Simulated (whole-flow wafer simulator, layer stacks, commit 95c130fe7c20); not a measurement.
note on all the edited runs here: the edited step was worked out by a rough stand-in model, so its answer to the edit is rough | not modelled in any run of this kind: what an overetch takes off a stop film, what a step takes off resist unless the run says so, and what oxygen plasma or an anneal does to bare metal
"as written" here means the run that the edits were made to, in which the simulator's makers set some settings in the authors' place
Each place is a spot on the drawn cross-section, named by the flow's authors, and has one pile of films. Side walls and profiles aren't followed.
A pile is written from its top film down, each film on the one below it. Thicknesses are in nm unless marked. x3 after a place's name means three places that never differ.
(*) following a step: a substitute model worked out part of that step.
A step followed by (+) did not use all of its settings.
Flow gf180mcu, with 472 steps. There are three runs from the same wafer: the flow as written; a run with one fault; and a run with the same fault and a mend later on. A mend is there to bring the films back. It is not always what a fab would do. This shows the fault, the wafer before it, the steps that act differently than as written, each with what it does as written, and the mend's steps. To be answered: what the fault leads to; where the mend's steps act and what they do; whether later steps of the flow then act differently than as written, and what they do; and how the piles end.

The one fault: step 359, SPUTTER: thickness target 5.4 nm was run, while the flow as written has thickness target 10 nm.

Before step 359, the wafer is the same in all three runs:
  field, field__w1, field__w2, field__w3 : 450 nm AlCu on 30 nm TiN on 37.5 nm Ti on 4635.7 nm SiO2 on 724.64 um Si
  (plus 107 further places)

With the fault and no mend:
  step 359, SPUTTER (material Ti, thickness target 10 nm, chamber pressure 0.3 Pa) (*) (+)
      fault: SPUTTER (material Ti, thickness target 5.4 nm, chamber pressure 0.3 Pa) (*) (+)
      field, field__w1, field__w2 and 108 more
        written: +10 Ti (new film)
        fault: +5.4 Ti (new film)
  Steps later in the flow that act otherwise than as written (5 more steps, not shown, differ only slightly: by at most 2% or 0.5 nm, whichever is larger):
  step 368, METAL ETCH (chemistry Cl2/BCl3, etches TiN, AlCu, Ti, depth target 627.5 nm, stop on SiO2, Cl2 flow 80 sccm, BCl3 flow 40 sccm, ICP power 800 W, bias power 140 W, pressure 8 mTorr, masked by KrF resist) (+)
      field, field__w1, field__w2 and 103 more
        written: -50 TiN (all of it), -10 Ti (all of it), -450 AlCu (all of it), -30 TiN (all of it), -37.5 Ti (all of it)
        fault: -50 TiN (all of it), -5.4 Ti (all of it), -450 AlCu (all of it), -30 TiN (all of it), -37.5 Ti (all of it)
  By the end, the piles at field__w8, contact, m1, m1__w1, m1_nw depart from the flow's by more than 2% or 0.5 nm, whichever is larger.
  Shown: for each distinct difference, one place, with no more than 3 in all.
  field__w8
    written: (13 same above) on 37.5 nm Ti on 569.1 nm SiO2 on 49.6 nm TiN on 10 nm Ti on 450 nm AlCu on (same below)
    fault: (13 same above) on 37.5 nm Ti on 573.7 nm SiO2 on 49.6 nm TiN on 5.4 nm Ti on 450 nm AlCu on (same below)
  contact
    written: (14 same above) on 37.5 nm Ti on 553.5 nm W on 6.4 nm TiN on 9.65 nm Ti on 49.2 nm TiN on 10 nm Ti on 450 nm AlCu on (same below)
    fault: (14 same above) on 37.5 nm Ti on 558.1 nm W on 6.39 nm TiN on 9.63 nm Ti on 49.2 nm TiN on 5.4 nm Ti on 450 nm AlCu on (same below)

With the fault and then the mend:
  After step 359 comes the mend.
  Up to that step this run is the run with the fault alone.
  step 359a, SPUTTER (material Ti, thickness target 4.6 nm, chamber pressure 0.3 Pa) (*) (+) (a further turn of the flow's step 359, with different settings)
      field, field__w1, field__w2 and 108 more
        +4.6 Ti
  Every later step of the flow that is run acts as written at every place that is followed.
  By the end, the piles equal the flow's at every place that both follow.
